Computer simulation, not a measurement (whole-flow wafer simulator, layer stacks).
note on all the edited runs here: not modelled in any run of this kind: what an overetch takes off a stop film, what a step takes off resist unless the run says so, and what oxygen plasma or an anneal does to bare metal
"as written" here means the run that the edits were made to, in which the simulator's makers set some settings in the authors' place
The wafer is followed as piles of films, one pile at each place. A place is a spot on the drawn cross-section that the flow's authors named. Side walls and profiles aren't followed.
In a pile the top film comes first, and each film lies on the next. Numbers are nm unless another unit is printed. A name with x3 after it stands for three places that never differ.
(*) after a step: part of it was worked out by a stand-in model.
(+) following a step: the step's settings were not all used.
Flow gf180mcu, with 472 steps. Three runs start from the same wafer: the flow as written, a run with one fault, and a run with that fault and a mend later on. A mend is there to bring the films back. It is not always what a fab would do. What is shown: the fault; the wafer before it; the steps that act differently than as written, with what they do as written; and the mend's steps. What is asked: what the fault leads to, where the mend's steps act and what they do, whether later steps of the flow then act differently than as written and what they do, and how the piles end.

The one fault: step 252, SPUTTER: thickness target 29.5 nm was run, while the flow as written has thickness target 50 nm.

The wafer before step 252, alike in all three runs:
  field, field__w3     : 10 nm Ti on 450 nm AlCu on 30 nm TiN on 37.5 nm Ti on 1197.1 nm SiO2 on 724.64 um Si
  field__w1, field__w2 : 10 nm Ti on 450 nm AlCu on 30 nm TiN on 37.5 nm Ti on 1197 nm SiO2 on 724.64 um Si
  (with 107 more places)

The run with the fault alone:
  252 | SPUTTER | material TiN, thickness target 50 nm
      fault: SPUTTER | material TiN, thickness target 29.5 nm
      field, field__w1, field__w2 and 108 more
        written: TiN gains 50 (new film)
        fault: TiN gains 29.5 (new film)
  Later steps of the flow acting differently than as written (2 other steps are not shown; they differ only slightly, by no more than 2% or 0.5 nm, whichever is larger):
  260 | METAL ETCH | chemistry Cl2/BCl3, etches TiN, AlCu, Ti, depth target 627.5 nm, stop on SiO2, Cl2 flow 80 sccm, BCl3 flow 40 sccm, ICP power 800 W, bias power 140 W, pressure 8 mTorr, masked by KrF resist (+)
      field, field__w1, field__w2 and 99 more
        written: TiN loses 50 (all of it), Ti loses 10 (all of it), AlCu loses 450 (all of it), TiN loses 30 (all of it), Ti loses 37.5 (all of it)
        fault: TiN loses 29.5 (all of it), Ti loses 10 (all of it), AlCu loses 450 (all of it), TiN loses 30 (all of it), Ti loses 37.5 (all of it)
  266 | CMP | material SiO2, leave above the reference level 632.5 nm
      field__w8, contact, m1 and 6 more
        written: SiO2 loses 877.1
        fault: SiO2 loses 856.6
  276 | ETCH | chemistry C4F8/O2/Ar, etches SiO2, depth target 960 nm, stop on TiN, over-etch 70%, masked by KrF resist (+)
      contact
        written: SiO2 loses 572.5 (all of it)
        fault: SiO2 loses 593 (all of it)
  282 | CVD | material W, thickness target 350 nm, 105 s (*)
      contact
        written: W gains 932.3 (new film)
        fault: W gains 953 (new film)
  At field__w8, contact, m1 and 6 more, the piles at the end differ from the flow's by more than 2% or 0.5 nm, whichever is larger.
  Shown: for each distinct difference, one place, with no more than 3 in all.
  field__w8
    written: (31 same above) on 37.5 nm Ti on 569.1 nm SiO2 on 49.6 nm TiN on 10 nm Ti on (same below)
    fault: (31 same above) on 37.5 nm Ti on 589.6 nm SiO2 on 29.1 nm TiN on 10 nm Ti on (same below)
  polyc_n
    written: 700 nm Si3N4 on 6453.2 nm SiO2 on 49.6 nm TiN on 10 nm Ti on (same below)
    fault: 700 nm Si3N4 on 6473.7 nm SiO2 on 29.1 nm TiN on 10 nm Ti on (same below)
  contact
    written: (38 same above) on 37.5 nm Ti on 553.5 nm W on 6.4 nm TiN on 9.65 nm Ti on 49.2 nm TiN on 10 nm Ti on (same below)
    fault: (38 same above) on 37.5 nm Ti on 574.2 nm W on 6.33 nm TiN on 9.54 nm Ti on 28.7 nm TiN on 10 nm Ti on (same below)

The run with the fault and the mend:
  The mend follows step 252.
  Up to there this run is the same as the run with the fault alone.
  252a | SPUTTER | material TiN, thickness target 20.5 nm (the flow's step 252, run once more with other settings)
      field, field__w1, field__w2 and 108 more
        TiN gains 20.5
  None of the later steps of the flow acts differently than as written at any place that is followed.
  At every place that both follow, the piles at the end match the flow's.
